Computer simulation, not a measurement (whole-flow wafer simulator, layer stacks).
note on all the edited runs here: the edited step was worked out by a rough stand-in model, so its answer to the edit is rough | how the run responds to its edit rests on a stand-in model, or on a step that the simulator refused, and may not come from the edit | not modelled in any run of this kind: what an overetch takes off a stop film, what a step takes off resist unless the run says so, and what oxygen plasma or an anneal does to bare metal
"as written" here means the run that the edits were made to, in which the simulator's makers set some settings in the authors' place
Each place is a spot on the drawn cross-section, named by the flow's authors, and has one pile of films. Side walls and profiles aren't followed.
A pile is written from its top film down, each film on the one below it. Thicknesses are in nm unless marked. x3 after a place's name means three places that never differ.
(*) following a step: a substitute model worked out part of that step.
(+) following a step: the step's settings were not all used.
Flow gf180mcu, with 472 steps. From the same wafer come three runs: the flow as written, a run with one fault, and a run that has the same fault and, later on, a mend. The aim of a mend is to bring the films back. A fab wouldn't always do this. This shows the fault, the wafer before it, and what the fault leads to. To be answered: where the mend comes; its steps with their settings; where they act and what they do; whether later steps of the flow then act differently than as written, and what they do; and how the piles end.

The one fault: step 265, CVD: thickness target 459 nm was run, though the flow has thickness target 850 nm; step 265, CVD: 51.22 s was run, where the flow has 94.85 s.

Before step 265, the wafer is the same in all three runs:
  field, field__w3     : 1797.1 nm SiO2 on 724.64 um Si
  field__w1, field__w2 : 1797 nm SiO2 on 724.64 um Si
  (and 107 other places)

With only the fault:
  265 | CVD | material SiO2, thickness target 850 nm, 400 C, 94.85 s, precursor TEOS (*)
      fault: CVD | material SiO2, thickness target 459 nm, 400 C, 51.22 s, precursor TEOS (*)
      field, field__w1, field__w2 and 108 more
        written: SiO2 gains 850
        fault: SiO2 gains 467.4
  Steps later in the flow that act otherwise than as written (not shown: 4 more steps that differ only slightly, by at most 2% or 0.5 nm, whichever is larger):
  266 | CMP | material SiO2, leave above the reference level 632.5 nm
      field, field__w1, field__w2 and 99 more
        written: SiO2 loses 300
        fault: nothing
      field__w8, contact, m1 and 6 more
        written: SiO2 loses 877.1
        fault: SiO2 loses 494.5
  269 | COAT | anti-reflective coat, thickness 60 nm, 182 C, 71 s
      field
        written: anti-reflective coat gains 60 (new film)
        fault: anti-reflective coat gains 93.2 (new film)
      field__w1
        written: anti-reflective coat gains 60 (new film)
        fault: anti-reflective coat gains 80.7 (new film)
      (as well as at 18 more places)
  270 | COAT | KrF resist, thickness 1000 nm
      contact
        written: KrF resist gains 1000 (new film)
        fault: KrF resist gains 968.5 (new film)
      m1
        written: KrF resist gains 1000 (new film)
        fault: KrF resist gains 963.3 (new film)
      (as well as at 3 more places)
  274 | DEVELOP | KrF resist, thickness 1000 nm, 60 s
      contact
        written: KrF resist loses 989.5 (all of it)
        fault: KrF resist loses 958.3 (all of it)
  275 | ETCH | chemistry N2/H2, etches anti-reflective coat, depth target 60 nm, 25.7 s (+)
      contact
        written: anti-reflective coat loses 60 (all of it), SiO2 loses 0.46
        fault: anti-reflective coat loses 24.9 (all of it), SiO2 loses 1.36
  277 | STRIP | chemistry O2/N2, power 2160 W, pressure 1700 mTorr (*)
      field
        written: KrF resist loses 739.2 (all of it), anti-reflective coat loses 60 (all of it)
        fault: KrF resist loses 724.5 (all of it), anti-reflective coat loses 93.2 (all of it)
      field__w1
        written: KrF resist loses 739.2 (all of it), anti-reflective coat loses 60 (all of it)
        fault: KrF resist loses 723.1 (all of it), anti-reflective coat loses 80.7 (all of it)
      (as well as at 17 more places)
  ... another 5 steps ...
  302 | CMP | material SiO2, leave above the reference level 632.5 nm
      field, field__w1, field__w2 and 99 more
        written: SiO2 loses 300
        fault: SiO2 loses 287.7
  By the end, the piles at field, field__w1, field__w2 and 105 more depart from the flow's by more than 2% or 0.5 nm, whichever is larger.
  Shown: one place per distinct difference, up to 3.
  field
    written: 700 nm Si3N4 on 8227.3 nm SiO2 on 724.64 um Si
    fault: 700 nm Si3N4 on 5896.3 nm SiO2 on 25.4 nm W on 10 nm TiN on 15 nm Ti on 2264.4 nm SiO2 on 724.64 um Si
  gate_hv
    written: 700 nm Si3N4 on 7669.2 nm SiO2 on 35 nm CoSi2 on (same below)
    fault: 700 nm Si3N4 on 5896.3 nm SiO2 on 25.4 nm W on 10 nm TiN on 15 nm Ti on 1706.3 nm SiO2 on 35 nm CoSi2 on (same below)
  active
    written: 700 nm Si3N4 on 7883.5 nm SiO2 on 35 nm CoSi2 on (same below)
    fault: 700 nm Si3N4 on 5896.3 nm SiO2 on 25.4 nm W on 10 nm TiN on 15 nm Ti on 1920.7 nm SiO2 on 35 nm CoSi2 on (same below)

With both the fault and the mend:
  The mend follows step 265.
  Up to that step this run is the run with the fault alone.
  265a | CVD | material SiO2, thickness target 391 nm, 400 C, 43.63 s, precursor TEOS (*) (the flow's step 265 again, with other settings)
      field, field__w1, field__w2 and 108 more
        SiO2 gains 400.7
  Steps later in the flow that act otherwise than as written:
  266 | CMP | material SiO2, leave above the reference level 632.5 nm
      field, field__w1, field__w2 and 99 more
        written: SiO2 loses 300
        mend: SiO2 loses 318.1
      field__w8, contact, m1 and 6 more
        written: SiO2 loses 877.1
        mend: SiO2 loses 895.2
  By the end, the piles equal the flow's at every place that both follow.
